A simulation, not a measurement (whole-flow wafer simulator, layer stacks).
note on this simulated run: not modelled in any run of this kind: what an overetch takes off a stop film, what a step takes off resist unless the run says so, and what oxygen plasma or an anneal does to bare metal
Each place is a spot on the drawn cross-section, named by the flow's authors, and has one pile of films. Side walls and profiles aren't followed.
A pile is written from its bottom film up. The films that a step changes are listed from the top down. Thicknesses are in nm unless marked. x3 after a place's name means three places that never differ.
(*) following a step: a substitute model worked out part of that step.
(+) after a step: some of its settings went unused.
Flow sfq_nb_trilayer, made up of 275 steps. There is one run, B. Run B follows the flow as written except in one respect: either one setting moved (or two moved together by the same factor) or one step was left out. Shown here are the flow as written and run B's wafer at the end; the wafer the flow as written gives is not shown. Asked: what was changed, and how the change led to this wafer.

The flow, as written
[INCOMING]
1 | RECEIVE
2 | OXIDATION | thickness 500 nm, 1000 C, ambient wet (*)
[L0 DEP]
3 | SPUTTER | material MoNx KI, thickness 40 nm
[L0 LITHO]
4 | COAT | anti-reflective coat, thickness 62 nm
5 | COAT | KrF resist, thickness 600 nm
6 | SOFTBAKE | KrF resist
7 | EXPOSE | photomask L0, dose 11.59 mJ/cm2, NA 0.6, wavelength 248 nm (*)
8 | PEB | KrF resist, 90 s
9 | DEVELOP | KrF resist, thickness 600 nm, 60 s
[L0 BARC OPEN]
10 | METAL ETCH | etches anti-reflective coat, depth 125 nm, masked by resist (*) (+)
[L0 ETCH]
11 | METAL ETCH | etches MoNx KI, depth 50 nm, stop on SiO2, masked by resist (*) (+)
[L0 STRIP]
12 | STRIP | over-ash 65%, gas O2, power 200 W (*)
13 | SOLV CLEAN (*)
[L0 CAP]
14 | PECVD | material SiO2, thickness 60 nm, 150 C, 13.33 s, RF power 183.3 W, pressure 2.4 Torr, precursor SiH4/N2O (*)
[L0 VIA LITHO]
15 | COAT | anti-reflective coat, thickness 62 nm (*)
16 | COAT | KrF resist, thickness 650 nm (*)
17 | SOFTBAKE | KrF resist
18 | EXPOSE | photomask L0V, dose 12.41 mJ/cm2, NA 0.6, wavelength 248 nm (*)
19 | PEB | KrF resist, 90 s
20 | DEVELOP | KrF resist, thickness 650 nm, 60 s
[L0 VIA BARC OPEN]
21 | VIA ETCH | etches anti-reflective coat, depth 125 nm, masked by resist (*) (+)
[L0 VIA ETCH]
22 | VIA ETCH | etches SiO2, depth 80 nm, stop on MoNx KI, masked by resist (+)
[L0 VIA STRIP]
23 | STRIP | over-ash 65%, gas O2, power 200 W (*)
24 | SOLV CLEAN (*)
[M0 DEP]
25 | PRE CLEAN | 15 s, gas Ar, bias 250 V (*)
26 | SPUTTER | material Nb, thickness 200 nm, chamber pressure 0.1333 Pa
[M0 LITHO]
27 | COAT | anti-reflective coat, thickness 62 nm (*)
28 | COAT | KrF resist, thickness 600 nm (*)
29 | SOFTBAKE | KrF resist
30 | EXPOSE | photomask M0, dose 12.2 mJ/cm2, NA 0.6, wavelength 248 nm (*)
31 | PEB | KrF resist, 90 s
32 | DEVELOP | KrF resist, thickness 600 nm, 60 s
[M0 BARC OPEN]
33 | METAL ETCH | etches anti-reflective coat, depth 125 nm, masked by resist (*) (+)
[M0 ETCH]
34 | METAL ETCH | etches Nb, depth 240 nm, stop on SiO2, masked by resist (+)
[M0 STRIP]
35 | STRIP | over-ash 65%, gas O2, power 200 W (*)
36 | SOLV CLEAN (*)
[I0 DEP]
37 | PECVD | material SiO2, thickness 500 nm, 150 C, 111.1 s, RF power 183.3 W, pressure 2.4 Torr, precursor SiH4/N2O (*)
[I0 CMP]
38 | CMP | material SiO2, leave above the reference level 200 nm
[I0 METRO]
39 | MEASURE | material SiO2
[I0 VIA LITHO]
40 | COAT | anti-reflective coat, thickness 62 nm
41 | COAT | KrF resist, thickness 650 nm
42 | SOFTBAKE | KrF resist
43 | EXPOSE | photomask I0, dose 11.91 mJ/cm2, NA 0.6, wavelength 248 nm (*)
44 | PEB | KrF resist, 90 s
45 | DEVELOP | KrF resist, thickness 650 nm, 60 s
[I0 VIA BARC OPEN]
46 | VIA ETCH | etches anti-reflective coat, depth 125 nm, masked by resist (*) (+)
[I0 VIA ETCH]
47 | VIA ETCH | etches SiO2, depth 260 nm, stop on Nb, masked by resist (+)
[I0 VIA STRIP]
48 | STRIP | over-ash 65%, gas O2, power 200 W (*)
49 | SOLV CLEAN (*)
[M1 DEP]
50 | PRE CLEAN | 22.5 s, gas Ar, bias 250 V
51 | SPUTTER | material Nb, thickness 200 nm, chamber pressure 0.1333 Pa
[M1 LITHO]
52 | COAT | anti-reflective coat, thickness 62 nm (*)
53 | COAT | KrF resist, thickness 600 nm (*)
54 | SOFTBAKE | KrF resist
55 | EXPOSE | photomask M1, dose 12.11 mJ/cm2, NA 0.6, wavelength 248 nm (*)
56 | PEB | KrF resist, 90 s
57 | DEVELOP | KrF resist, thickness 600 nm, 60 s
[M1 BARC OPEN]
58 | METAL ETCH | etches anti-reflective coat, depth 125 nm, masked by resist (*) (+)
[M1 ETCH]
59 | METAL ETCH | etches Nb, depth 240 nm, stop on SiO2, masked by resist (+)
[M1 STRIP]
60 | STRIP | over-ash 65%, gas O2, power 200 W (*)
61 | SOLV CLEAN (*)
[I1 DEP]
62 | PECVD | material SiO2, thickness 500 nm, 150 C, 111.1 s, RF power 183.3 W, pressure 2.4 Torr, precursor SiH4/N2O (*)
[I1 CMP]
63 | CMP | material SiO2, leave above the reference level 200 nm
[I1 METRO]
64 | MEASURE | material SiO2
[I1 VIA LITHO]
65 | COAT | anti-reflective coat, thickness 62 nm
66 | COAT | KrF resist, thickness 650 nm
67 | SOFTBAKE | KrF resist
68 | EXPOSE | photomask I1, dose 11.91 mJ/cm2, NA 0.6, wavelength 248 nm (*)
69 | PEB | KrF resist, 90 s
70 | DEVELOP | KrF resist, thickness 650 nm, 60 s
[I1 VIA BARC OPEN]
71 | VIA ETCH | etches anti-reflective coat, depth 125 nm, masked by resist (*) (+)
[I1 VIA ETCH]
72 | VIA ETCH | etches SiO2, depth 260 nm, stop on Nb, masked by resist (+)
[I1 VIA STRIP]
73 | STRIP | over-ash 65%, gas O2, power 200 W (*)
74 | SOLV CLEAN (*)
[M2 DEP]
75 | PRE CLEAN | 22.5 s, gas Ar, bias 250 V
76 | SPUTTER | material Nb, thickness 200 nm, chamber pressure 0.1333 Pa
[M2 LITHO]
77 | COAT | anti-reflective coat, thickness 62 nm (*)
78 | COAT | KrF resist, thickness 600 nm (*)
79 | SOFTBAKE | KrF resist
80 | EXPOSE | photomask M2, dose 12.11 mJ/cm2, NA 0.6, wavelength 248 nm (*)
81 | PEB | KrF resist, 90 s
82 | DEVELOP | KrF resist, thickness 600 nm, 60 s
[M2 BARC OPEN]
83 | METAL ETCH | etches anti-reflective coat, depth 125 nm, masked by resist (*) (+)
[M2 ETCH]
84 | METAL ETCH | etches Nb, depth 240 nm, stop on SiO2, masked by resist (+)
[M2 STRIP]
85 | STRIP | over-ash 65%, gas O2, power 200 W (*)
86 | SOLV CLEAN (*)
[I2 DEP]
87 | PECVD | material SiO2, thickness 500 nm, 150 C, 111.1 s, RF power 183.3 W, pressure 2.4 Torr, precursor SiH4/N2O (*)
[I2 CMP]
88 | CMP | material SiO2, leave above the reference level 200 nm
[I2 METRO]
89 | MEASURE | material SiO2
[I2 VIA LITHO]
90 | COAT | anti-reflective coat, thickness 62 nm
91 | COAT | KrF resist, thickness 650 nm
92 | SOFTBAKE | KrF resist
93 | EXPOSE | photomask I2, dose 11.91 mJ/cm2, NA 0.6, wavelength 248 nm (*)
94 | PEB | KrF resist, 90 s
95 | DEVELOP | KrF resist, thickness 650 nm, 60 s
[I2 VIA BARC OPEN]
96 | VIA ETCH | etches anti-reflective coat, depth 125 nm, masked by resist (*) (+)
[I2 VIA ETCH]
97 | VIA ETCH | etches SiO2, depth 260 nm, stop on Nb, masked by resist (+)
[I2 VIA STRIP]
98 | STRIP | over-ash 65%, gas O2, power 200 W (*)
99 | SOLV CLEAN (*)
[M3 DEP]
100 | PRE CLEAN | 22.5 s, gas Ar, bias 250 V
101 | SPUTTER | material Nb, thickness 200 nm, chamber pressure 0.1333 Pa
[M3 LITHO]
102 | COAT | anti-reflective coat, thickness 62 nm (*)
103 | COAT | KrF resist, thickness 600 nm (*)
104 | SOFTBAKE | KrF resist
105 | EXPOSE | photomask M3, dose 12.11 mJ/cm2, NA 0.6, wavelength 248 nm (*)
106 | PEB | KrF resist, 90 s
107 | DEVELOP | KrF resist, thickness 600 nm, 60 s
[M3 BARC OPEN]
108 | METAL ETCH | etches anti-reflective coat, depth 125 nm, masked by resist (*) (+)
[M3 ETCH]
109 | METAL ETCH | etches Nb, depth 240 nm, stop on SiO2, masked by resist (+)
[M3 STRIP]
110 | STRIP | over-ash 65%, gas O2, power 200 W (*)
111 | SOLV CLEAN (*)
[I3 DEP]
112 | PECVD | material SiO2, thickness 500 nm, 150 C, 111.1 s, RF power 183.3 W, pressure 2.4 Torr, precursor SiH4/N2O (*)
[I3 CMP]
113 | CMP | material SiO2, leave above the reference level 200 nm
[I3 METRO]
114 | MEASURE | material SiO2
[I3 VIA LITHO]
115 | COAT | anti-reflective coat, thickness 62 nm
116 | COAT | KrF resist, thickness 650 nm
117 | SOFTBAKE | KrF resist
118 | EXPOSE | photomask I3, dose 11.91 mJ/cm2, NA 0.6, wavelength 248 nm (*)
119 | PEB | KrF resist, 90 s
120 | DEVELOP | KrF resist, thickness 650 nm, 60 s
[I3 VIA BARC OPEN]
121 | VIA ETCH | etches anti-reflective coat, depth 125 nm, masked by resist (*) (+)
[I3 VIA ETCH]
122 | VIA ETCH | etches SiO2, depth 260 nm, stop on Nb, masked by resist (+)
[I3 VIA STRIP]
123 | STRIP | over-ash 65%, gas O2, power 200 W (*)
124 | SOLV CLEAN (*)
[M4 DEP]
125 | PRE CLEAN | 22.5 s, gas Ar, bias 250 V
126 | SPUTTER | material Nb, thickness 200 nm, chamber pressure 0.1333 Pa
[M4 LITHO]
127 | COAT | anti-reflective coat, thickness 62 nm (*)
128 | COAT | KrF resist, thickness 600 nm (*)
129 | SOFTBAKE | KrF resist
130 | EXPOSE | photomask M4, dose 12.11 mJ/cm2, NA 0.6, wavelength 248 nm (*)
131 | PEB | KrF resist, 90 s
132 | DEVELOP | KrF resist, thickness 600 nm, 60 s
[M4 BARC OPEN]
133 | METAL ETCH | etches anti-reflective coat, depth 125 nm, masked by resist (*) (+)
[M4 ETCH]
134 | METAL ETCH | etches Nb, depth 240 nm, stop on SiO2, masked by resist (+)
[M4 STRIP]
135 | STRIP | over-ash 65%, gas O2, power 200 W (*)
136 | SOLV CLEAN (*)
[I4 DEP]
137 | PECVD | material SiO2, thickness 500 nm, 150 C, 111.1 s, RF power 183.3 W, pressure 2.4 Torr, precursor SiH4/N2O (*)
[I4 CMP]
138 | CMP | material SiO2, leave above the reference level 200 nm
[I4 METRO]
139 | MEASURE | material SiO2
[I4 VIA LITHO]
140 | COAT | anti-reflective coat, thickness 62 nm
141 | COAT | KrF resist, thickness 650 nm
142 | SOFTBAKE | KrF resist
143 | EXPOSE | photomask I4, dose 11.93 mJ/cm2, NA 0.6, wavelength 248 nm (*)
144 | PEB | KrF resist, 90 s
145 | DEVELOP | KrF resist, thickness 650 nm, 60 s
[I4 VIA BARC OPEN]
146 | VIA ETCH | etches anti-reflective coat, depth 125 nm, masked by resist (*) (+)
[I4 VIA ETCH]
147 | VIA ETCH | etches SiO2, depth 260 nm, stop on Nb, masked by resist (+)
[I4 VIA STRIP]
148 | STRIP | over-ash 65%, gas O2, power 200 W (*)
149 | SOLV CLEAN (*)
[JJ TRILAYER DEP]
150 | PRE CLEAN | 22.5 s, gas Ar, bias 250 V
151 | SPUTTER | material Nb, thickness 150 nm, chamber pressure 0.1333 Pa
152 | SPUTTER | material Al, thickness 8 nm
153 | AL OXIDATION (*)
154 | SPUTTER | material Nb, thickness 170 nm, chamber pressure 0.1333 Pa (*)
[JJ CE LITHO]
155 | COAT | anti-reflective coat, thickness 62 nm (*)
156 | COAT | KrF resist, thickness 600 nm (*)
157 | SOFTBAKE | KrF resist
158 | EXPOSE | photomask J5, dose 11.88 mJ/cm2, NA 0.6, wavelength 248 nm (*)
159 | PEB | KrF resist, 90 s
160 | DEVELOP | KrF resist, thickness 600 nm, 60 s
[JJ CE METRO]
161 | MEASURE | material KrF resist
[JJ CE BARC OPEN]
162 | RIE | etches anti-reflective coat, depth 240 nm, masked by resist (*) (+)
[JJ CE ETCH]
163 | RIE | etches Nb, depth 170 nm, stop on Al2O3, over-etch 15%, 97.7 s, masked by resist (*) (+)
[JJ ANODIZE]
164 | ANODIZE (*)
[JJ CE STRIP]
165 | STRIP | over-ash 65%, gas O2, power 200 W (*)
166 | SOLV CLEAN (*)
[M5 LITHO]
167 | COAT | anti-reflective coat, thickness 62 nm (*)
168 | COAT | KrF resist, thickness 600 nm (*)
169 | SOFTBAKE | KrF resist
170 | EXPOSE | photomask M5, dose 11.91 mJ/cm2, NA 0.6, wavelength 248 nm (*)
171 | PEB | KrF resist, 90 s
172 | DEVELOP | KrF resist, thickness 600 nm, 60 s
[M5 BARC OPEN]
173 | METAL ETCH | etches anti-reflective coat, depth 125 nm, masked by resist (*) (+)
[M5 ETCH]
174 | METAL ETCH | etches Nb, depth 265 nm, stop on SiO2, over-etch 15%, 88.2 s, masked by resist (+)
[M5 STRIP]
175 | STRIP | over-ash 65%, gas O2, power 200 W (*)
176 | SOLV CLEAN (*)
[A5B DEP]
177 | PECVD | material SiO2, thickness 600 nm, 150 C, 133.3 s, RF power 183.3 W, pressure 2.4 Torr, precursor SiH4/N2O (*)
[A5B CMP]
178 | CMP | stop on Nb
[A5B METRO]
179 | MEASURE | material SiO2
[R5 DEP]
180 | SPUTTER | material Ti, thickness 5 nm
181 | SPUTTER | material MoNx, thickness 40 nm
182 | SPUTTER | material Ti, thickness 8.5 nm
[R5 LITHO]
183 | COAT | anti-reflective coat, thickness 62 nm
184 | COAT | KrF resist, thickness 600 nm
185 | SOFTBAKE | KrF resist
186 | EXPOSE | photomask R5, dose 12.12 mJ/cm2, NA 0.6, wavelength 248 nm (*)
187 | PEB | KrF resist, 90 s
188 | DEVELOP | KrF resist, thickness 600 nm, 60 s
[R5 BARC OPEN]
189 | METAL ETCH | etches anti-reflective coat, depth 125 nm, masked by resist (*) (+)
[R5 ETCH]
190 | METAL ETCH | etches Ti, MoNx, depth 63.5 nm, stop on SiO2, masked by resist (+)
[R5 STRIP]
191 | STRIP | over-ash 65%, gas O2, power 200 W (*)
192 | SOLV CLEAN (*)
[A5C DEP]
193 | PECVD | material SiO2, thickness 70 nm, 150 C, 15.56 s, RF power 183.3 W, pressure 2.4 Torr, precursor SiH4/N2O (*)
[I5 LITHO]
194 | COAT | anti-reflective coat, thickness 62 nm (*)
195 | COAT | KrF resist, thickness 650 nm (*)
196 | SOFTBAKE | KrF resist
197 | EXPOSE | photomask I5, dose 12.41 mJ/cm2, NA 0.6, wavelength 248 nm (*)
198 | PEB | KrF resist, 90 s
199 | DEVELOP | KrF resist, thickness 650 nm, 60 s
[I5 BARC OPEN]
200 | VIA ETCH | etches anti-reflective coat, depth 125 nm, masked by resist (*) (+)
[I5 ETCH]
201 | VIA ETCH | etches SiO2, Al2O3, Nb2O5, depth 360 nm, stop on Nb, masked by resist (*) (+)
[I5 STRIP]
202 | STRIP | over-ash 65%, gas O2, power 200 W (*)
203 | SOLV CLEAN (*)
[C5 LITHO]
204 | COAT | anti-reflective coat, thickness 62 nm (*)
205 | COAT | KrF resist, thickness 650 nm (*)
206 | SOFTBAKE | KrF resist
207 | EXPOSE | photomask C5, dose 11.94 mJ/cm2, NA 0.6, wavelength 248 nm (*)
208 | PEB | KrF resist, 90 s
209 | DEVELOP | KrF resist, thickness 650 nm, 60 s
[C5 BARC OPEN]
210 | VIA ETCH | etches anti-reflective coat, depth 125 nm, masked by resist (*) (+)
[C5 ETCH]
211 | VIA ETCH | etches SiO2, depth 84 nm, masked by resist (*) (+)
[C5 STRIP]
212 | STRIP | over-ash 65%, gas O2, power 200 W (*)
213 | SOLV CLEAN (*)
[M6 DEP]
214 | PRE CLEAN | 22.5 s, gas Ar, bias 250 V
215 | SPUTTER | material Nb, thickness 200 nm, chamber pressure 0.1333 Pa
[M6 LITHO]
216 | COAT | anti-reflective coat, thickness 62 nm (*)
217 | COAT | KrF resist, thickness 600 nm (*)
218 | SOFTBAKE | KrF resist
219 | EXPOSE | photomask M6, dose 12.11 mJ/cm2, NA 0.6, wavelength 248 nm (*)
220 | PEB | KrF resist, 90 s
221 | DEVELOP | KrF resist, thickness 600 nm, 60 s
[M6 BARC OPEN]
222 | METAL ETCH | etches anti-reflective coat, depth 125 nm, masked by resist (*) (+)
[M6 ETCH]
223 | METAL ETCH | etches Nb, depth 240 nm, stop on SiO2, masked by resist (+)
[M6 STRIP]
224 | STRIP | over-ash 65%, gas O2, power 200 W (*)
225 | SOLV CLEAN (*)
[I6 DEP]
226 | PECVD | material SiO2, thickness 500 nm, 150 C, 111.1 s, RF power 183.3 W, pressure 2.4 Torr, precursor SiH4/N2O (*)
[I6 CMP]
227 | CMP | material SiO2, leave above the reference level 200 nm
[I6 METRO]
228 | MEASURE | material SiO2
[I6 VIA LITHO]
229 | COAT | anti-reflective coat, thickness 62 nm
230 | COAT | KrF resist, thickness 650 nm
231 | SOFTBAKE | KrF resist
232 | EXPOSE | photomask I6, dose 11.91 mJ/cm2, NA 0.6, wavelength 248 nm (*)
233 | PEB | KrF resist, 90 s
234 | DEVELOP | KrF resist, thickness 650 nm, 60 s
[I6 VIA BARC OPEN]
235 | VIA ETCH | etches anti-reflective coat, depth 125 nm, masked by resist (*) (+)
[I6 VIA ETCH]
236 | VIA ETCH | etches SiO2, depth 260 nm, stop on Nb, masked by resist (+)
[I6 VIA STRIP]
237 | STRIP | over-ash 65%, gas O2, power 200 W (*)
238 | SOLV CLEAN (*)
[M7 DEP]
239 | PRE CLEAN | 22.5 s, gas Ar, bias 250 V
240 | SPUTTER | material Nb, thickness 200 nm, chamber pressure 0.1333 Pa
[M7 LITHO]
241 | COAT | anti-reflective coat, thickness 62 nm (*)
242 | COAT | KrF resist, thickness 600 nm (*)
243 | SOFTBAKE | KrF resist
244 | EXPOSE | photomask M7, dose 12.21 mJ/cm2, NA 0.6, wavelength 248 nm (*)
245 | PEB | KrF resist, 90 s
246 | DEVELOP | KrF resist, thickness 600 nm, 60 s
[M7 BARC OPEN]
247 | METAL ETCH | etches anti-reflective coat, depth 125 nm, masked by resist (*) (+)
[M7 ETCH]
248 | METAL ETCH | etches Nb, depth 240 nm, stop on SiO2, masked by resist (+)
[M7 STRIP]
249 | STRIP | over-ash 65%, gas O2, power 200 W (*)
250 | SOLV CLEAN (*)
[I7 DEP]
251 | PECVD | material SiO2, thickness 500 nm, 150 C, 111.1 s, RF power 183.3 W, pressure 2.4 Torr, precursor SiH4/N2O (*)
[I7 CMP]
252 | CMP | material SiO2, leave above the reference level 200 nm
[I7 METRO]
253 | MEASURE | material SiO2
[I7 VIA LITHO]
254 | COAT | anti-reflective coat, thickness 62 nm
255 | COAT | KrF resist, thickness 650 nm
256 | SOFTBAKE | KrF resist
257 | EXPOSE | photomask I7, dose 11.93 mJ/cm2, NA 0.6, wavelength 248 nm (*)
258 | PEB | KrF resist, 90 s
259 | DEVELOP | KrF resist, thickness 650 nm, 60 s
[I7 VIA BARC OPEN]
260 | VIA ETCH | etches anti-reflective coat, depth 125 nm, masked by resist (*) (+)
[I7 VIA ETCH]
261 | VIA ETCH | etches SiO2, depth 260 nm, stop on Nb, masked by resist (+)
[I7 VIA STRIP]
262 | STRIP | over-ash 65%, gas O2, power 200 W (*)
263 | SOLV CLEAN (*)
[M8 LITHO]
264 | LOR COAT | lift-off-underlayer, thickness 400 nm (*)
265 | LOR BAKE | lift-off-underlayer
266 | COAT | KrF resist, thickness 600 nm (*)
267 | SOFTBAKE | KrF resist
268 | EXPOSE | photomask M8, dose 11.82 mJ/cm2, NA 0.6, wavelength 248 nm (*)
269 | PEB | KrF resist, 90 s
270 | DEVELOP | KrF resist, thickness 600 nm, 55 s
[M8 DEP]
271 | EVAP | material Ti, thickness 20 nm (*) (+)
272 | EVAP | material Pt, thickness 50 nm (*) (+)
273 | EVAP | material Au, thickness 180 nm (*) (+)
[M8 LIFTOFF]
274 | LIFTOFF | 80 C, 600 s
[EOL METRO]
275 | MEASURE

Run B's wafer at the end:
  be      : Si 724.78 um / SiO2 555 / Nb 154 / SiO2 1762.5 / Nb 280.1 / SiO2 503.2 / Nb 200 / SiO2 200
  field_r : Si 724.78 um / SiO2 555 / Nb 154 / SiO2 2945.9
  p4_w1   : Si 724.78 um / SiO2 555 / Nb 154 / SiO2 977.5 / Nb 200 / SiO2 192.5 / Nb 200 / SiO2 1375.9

What caused this: step 26, SPUTTER: thickness 154 nm was run, whereas the flow has thickness 200 nm.
The wafer lets one read it off: be has Nb 154, and step 26 as written asks for 200 nm.

The path from the change to this, step by step:
  26 | SPUTTER | material Nb, thickness 200 nm, chamber pressure 0.1333 Pa
      field_l, v_sur, via_wl and 102 more: +154 Nb (new film) (it would be, as written: +200 Nb (new film))
      l0v: +149.8 Nb (new film) (it would be, as written: +195.7 Nb (new film))
  34 | METAL ETCH | etches Nb, depth 240 nm, stop on SiO2, masked by resist (+)
      field_l, v_sur, via_wl and 100 more: -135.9 KrF resist (it would be, as written: -141.2 KrF resist)
      moat, m0r_space_l, m0r_space_r: -154 Nb (all of it) (it would be, as written: -200 Nb (all of it))
  37 | PECVD | material SiO2, thickness 500 nm, 150 C, 111.1 s, RF power 183.3 W, pressure 2.4 Torr, precursor SiH4/N2O (*)
      moat, m0r_space_l, m0r_space_r: +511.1 SiO2 (it would be, as written: +557.1 SiO2)
